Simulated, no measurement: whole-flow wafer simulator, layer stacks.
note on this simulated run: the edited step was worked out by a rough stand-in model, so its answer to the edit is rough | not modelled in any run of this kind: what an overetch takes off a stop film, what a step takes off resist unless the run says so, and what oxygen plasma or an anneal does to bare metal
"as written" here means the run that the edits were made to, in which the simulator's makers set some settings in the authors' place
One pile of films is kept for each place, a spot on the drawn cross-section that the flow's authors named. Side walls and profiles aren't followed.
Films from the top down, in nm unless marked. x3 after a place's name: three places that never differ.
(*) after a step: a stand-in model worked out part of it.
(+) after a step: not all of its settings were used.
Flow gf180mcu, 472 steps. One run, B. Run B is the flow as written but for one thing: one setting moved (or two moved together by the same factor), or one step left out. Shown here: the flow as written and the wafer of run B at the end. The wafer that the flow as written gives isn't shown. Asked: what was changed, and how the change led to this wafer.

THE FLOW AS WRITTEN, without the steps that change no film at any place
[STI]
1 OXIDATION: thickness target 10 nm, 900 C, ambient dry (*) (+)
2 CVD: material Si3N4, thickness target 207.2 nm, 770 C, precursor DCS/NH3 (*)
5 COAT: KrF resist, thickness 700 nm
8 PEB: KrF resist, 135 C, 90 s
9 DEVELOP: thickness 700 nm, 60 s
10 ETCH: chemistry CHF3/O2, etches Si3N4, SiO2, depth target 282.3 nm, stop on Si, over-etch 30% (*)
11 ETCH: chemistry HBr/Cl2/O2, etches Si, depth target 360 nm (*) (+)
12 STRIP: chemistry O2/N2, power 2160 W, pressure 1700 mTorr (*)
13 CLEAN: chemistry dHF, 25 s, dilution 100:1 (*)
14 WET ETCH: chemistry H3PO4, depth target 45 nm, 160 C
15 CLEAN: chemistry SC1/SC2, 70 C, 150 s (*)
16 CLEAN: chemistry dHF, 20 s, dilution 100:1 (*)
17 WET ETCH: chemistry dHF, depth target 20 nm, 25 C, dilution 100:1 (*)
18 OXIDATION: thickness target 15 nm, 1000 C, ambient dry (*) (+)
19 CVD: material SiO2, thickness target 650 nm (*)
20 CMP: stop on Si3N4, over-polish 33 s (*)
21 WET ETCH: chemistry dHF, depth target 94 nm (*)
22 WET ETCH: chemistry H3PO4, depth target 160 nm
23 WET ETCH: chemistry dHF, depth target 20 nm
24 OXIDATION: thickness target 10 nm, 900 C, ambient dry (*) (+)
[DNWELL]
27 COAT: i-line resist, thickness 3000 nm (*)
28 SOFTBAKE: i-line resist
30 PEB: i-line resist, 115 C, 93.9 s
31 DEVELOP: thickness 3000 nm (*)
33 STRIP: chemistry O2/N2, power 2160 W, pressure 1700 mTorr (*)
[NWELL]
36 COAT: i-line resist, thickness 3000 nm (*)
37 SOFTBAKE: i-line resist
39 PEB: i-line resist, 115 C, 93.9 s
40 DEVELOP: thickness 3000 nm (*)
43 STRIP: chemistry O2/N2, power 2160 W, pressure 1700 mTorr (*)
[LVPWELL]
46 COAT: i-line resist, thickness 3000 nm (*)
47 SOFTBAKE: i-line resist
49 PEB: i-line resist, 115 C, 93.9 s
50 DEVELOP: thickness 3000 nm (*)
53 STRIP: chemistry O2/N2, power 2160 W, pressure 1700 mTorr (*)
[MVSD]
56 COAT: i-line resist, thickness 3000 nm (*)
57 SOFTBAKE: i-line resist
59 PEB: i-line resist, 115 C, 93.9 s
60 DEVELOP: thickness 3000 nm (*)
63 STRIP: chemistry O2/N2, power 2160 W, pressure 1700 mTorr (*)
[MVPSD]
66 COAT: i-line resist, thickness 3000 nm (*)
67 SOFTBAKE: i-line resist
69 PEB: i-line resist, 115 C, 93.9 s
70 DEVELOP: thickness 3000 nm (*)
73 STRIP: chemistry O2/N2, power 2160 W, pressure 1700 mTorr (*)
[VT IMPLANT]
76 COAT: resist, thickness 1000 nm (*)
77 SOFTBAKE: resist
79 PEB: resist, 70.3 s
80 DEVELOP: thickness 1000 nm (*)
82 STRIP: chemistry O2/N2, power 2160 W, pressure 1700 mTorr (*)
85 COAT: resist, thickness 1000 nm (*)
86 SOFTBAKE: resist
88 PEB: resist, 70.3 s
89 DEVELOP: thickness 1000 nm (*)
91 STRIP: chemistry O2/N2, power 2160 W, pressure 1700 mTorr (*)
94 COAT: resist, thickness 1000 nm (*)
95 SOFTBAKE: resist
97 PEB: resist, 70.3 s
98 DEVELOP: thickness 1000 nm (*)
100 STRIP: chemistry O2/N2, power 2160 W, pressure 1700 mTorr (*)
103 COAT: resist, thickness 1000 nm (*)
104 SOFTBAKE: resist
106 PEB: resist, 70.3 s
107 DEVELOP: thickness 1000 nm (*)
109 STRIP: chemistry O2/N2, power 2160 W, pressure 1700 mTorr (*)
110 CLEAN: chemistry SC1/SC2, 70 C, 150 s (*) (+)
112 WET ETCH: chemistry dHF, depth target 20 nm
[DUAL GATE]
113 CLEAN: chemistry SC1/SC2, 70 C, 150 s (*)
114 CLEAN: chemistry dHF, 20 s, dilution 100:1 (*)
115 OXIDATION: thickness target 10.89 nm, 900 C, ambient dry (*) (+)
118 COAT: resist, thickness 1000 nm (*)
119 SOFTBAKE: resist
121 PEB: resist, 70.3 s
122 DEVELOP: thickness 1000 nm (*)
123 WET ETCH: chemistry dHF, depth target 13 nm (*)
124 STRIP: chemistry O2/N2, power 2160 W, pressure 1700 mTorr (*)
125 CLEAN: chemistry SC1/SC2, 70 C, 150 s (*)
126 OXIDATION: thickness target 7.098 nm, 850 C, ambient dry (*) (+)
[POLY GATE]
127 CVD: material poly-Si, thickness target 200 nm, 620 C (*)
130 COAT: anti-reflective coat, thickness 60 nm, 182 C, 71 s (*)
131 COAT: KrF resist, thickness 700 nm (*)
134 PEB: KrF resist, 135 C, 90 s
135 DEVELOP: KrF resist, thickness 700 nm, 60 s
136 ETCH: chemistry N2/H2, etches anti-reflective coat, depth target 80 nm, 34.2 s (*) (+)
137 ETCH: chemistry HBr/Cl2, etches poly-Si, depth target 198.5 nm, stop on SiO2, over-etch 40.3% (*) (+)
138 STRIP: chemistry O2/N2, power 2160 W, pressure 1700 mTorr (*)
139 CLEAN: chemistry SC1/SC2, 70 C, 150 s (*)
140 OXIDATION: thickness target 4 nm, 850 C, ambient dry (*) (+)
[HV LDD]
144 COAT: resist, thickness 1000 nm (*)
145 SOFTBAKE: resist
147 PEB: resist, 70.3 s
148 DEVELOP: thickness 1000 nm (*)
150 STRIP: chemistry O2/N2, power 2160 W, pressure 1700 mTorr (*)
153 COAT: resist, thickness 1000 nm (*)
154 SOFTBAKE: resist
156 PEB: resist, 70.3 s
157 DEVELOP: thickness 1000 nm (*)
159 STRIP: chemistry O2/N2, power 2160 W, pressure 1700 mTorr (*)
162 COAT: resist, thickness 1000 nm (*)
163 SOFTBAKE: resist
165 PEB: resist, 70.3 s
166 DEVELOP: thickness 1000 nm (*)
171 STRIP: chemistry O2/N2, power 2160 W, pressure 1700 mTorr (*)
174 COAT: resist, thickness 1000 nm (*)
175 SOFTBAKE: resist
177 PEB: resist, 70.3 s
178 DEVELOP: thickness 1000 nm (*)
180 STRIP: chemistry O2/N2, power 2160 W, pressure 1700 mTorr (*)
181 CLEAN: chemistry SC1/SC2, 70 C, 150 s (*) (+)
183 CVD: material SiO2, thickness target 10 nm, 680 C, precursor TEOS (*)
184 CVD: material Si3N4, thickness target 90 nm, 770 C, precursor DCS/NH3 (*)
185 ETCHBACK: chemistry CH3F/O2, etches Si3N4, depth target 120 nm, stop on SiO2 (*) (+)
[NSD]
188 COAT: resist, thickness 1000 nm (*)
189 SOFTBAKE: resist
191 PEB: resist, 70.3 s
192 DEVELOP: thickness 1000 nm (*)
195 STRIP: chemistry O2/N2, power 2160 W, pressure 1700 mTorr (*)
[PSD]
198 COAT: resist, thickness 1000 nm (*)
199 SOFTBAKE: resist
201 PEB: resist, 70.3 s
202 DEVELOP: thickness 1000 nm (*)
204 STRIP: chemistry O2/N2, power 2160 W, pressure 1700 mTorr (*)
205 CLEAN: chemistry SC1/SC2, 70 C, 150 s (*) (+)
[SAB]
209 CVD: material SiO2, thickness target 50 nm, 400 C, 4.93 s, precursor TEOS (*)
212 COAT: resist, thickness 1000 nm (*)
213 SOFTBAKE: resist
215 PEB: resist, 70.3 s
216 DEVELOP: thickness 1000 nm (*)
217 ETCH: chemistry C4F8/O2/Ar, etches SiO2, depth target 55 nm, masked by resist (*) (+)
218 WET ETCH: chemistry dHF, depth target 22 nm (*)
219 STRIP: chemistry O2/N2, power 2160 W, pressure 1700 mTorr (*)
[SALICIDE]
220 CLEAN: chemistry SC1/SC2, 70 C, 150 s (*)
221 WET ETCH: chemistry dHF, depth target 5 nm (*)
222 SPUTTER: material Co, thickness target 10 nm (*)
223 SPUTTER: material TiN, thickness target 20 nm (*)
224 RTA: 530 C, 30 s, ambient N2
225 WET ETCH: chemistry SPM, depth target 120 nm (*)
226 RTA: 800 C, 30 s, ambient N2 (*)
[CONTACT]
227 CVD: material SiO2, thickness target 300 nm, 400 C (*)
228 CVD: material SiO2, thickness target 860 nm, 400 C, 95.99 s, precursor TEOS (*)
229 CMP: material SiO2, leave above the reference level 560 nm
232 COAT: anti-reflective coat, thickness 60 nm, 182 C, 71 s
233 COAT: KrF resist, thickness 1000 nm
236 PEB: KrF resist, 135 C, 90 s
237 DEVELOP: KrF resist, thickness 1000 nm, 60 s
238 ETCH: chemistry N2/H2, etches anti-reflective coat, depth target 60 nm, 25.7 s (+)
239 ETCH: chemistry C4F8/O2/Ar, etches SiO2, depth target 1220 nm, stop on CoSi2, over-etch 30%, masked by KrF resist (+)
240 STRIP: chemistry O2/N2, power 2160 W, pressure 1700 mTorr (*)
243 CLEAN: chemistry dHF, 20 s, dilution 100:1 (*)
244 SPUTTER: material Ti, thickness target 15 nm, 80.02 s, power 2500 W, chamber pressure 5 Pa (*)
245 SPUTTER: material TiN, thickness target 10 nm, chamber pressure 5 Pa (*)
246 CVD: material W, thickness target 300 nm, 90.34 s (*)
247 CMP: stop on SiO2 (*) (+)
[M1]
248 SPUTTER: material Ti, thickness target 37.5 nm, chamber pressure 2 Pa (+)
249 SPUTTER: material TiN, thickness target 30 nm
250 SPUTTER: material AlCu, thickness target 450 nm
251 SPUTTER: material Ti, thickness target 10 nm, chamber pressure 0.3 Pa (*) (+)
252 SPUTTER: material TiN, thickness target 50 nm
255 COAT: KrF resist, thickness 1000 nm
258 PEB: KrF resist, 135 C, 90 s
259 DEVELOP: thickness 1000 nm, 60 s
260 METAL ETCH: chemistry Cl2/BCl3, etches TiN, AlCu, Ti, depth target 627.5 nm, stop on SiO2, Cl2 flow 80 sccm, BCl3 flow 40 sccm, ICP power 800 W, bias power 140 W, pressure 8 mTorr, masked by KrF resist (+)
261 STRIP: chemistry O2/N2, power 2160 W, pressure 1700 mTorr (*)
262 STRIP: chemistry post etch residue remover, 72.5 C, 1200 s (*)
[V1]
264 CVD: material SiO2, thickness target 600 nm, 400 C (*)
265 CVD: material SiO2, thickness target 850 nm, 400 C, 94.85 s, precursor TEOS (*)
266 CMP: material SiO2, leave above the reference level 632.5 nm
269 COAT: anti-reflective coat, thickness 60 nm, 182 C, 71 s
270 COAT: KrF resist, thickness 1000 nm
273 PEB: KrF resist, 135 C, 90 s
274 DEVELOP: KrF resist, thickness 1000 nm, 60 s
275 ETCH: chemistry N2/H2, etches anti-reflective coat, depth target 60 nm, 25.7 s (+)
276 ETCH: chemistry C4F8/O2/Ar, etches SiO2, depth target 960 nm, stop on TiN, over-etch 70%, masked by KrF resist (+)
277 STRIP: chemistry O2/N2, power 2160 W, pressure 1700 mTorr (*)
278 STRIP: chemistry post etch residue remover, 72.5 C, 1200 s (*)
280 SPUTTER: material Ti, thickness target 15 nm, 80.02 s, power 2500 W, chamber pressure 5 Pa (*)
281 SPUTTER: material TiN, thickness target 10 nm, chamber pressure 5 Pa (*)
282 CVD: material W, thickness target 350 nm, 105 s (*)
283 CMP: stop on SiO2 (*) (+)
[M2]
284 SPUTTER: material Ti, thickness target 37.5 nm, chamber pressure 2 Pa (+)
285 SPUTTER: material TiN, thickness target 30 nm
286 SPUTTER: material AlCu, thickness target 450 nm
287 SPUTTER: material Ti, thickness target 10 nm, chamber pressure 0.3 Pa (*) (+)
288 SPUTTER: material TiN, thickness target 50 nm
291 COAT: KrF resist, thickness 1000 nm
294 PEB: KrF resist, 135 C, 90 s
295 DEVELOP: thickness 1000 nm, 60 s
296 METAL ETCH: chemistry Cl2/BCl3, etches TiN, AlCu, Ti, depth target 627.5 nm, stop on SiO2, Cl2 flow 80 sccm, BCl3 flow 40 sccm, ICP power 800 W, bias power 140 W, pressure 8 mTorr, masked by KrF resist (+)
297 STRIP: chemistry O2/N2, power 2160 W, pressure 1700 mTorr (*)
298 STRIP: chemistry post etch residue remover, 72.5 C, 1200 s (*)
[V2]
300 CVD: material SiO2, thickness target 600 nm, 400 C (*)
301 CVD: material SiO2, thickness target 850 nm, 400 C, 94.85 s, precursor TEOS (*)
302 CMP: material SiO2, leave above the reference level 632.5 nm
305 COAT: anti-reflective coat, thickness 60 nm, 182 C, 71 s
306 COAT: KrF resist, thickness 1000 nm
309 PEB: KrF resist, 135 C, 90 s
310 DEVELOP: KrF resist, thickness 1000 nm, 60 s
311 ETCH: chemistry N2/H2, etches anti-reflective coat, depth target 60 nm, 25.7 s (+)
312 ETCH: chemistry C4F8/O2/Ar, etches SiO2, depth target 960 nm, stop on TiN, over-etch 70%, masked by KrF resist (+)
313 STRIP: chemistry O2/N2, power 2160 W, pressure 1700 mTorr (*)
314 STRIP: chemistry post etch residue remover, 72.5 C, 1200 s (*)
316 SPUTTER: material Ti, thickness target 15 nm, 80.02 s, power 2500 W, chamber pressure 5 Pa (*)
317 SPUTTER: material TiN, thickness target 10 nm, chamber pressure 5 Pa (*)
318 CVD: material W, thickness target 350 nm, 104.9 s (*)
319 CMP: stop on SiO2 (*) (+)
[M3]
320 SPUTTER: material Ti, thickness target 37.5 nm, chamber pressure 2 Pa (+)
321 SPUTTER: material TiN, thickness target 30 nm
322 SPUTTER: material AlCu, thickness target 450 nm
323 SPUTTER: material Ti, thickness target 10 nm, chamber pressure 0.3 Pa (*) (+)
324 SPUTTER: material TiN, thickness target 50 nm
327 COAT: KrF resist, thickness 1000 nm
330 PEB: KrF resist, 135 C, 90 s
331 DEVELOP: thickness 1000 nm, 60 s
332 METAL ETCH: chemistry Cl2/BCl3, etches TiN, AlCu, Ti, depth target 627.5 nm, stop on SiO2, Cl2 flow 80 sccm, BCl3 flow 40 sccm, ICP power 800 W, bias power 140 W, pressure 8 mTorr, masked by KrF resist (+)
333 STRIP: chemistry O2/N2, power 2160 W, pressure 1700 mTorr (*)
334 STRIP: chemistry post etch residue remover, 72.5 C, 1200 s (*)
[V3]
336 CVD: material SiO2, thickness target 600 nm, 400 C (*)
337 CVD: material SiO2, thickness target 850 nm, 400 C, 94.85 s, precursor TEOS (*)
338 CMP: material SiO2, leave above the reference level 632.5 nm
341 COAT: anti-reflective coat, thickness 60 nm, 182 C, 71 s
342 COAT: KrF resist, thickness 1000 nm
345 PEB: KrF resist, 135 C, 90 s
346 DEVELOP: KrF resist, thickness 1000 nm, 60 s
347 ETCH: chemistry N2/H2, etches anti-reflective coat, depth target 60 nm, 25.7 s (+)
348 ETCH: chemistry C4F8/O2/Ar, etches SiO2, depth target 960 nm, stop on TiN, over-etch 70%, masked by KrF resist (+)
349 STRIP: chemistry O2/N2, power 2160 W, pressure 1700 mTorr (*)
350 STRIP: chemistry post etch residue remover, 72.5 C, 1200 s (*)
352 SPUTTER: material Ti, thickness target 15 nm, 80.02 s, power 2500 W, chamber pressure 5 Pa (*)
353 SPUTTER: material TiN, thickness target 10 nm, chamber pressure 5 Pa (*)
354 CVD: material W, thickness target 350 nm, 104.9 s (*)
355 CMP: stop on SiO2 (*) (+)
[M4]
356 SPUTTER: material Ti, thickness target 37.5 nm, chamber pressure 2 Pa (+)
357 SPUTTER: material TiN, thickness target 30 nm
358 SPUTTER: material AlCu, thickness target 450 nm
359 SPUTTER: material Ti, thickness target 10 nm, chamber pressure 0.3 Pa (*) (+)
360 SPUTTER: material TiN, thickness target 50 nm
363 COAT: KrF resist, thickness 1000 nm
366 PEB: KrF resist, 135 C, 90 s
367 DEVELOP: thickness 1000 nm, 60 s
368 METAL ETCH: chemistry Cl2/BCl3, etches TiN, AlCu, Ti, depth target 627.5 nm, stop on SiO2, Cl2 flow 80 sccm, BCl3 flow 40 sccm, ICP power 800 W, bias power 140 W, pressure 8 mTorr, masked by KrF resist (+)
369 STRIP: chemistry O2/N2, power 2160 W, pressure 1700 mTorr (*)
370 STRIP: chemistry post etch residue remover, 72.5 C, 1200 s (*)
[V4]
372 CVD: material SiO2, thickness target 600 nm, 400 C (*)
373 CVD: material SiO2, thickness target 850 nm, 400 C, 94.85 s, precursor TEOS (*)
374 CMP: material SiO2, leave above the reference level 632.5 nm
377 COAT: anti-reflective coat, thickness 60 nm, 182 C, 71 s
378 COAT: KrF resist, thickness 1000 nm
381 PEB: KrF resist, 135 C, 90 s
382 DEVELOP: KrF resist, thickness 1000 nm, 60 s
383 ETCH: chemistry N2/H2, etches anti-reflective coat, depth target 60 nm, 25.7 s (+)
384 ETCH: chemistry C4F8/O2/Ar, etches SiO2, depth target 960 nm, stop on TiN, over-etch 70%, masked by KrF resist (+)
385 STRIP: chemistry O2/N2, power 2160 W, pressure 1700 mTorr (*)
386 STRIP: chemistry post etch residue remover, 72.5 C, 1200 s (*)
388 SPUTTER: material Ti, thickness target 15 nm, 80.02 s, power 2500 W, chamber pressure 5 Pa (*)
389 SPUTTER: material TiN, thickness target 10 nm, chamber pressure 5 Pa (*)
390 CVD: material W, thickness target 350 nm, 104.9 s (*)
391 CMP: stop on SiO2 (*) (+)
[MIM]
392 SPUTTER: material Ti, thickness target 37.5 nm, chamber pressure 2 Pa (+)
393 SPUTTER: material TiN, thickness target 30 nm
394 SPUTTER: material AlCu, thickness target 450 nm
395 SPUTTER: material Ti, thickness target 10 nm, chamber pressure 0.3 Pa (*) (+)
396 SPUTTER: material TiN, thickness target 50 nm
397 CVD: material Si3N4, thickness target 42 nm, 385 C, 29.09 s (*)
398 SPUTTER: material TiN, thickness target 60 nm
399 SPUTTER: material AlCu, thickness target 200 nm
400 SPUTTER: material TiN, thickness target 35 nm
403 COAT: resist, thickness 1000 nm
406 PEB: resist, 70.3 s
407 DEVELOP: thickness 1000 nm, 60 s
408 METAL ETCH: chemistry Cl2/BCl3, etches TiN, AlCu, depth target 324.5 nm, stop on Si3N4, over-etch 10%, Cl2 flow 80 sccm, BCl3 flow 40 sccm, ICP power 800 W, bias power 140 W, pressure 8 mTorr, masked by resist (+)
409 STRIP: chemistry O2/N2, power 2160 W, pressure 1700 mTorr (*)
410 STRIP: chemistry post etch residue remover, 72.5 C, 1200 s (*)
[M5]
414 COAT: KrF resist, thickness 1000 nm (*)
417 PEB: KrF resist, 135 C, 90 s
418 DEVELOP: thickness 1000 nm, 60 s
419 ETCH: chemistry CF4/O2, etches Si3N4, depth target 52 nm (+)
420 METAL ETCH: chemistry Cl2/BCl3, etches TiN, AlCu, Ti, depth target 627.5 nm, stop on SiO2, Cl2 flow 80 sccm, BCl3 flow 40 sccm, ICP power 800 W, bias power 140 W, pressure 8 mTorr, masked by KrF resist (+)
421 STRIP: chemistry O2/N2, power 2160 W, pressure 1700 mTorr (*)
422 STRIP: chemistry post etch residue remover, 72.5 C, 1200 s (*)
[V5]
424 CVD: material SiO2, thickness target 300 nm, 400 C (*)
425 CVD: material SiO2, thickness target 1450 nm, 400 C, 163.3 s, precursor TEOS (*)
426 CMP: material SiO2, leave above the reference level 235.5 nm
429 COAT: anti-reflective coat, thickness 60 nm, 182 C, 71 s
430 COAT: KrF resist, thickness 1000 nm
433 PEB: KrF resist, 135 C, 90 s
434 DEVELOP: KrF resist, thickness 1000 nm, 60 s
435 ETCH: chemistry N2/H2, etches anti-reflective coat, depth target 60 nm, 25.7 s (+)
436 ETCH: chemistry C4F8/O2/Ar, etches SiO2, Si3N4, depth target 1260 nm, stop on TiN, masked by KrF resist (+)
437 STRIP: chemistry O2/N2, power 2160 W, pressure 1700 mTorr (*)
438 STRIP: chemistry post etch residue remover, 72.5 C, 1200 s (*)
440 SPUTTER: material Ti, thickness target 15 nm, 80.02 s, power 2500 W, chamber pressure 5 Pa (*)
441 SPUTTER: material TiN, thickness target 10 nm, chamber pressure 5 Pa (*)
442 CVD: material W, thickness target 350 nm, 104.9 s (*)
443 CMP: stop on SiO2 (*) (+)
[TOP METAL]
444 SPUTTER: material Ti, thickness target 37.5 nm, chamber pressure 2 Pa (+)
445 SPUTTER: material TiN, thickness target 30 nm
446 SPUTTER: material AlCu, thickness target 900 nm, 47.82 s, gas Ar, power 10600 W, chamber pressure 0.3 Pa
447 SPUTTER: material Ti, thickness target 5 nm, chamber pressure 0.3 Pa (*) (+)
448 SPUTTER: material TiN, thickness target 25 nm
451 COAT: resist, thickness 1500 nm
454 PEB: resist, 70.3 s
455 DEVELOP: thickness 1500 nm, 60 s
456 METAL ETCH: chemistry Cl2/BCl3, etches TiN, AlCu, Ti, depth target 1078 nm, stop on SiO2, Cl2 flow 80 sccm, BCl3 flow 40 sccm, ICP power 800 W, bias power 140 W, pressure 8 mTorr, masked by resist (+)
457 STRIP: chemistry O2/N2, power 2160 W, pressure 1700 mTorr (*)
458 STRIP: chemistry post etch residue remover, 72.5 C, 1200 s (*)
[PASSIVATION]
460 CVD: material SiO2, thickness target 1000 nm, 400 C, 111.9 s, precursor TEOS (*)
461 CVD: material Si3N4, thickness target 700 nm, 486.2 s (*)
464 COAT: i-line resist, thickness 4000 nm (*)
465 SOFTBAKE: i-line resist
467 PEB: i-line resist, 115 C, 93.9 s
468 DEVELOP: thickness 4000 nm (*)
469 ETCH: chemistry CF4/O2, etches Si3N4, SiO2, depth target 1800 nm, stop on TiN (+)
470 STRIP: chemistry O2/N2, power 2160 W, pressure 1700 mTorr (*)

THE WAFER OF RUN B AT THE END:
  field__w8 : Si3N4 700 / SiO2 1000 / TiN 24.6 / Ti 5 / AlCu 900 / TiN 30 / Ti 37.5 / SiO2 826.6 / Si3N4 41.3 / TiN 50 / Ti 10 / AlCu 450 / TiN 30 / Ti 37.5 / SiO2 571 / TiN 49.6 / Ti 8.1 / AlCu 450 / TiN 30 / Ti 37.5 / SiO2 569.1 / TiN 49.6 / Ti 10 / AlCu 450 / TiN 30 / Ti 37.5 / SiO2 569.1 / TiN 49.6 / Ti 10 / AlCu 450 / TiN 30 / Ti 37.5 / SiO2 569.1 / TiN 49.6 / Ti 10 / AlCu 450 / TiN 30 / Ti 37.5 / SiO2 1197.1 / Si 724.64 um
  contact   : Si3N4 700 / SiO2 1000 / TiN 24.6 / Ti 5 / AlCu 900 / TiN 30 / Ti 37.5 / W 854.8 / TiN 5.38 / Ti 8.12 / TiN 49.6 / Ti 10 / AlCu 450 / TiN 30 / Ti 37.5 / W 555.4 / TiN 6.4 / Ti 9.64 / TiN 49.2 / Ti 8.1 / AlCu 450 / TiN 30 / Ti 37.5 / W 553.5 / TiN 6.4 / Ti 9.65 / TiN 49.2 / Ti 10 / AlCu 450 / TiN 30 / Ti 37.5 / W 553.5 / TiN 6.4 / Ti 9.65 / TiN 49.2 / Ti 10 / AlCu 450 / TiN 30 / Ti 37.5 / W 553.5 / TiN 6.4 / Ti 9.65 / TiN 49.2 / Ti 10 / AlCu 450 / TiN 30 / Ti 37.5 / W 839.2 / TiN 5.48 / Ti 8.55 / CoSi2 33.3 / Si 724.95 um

The cause: step 359, SPUTTER: thickness target 8.1 nm was run, where the flow has thickness target 10 nm.
It can be read off the wafer: field__w8 has Ti 8.1, and step 359 as written asks for 10 nm.

How the change led to this, step by step:
  359 SPUTTER: material Ti, thickness target 10 nm, chamber pressure 0.3 Pa (*) (+)
      field, field__w1, field__w2 and 108 more: Ti +8.1 (new film) (as written it would be: Ti +10 (new film))
  368 METAL ETCH: chemistry Cl2/BCl3, etches TiN, AlCu, Ti, depth target 627.5 nm, stop on SiO2, Cl2 flow 80 sccm, BCl3 flow 40 sccm, ICP power 800 W, bias power 140 W, pressure 8 mTorr, masked by KrF resist (+)
      field, field__w1, field__w2 and 103 more: TiN -50 (all of it), Ti -8.1 (all of it), AlCu -450 (all of it), TiN -30 (all of it), Ti -37.5 (all of it) (as written it would be: TiN -50 (all of it), Ti -10 (all of it), AlCu -450 (all of it), TiN -30 (all of it), Ti -37.5 (all of it))
